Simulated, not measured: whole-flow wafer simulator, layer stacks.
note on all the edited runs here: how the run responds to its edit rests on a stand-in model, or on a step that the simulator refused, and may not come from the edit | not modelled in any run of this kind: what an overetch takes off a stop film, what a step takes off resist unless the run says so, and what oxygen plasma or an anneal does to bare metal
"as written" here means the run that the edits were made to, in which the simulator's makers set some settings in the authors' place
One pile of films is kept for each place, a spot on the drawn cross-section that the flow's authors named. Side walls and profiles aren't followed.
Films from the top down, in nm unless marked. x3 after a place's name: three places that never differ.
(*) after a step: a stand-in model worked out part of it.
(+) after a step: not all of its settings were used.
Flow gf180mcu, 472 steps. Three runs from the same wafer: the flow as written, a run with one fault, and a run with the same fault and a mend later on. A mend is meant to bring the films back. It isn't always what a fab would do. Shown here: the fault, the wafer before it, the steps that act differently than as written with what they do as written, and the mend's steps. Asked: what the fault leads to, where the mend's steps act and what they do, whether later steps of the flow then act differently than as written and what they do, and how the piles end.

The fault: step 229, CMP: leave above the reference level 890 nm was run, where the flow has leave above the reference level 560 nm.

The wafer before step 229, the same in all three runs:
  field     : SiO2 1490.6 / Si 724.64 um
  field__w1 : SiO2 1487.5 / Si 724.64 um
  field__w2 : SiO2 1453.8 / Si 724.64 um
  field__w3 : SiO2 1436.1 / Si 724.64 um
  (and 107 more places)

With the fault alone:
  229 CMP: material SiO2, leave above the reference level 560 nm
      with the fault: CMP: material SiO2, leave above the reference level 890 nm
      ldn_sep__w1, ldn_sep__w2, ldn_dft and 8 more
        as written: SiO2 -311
        with the fault: nothing
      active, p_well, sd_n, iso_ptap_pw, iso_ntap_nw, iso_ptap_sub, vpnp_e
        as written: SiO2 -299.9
        with the fault: nothing
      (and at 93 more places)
  Later steps of the flow that act differently than as written (3 more steps differ only slightly, by at most 2% or 0.5 nm, whichever is larger, and aren't shown):
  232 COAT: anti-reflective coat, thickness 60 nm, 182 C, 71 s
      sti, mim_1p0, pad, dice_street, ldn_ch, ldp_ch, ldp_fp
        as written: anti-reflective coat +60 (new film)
        with the fault: anti-reflective coat +51.8 (new film)
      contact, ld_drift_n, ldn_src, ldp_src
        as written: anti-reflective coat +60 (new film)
        with the fault: anti-reflective coat +74.3 (new film)
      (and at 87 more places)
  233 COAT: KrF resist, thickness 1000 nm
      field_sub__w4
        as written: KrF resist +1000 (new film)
        with the fault: KrF resist +978.2 (new film)
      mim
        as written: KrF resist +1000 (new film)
        with the fault: KrF resist +1029 (new film)
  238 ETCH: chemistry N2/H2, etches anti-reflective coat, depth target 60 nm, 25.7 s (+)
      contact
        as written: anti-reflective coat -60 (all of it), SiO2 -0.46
        with the fault: anti-reflective coat -74.3 (all of it), SiO2 -0.09
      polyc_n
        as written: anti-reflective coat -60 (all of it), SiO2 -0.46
        with the fault: anti-reflective coat -34.4 (all of it), SiO2 -1.12
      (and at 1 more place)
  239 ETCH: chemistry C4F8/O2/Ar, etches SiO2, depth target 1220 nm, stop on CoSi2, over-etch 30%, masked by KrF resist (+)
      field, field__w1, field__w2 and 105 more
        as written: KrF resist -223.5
        with the fault: KrF resist -244
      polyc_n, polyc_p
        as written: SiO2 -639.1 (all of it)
        with the fault: SiO2 -968.4 (all of it)
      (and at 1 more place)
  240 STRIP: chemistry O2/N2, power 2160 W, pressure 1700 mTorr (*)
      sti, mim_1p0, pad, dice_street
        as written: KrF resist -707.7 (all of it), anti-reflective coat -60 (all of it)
        with the fault: KrF resist -701.6 (all of it), anti-reflective coat -51.8 (all of it)
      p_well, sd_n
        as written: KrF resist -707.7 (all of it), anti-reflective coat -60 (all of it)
        with the fault: KrF resist -701.6 (all of it), anti-reflective coat -48.7 (all of it)
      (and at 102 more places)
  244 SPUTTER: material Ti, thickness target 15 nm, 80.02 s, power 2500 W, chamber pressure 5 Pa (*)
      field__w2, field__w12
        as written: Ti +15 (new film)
        with the fault: Ti +14.1 (new film)
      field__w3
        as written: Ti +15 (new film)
        with the fault: Ti +14.2 (new film)
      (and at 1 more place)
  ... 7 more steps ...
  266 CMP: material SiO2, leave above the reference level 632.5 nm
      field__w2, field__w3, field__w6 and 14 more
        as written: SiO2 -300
        with the fault: SiO2 -287.7
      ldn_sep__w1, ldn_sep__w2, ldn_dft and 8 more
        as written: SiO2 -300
        with the fault: SiO2 -290.9
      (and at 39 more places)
  At the end the piles differ from the flow's by more than 2% or 0.5 nm, whichever is larger, at field, field__w1, field__w2 and 109 more.
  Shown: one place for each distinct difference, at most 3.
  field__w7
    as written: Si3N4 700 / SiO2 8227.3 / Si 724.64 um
    with the fault: Si3N4 700 / SiO2 7039 / TiN 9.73 / Ti 15 / SiO2 1487 / Si 724.64 um
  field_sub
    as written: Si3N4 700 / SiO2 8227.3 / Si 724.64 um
    with the fault: Si3N4 700 / SiO2 7042.5 / W 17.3 / TiN 10 / Ti 15 / SiO2 1465.9 / Si 724.64 um
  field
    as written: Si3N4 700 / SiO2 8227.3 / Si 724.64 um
    with the fault: Si3N4 700 / SiO2 7038.8 / TiN 9.72 / Ti 15 / SiO2 1487.1 / Si 724.64 um

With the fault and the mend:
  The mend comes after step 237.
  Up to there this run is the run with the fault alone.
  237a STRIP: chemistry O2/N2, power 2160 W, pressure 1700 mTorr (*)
      sti, mim_1p0, pad, dice_street
        KrF resist -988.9 (all of it), anti-reflective coat -51.8 (all of it)
      p_well, sd_n
        KrF resist -988.9 (all of it), anti-reflective coat -48.7 (all of it)
      ldn_sep__w2, ldp_sep__w1
        KrF resist -975.5 (all of it), anti-reflective coat -61.8 (all of it)
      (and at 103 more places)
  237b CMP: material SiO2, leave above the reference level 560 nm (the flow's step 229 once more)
      field__w5, field__w9, n_well and 35 more
        SiO2 -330
      ldn_sep__w1, ldn_sep__w2, ldn_dft and 8 more
        SiO2 -311
      active, p_well, sd_n, iso_ptap_pw, iso_ntap_nw, iso_ptap_sub, vpnp_e
        SiO2 -299.9
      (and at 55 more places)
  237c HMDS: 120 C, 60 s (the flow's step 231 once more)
      changes no film at any place that is followed
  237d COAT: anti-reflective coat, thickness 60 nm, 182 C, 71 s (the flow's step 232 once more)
      field, field__w1, field__w2 and 108 more
        anti-reflective coat +60 (new film)
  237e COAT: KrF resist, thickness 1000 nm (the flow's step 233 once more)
      field, field__w1, field__w2 and 108 more
        KrF resist +1000 (new film)
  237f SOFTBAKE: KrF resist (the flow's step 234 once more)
      changes no film at any place that is followed
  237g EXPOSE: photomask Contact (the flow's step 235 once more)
      changes no film at any place that is followed
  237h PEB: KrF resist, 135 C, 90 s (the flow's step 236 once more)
      field, field__w1, field__w2 and 108 more
        KrF resist -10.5
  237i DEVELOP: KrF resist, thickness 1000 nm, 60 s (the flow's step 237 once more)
      field, field__w1, field__w2 and 105 more
        KrF resist -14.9
      contact, polyc_n, polyc_p
        KrF resist -989.5 (all of it)
  No later step of the flow acts differently than as written at any place that is followed.
  At the end the piles are the same as the flow's at every place that both follow.
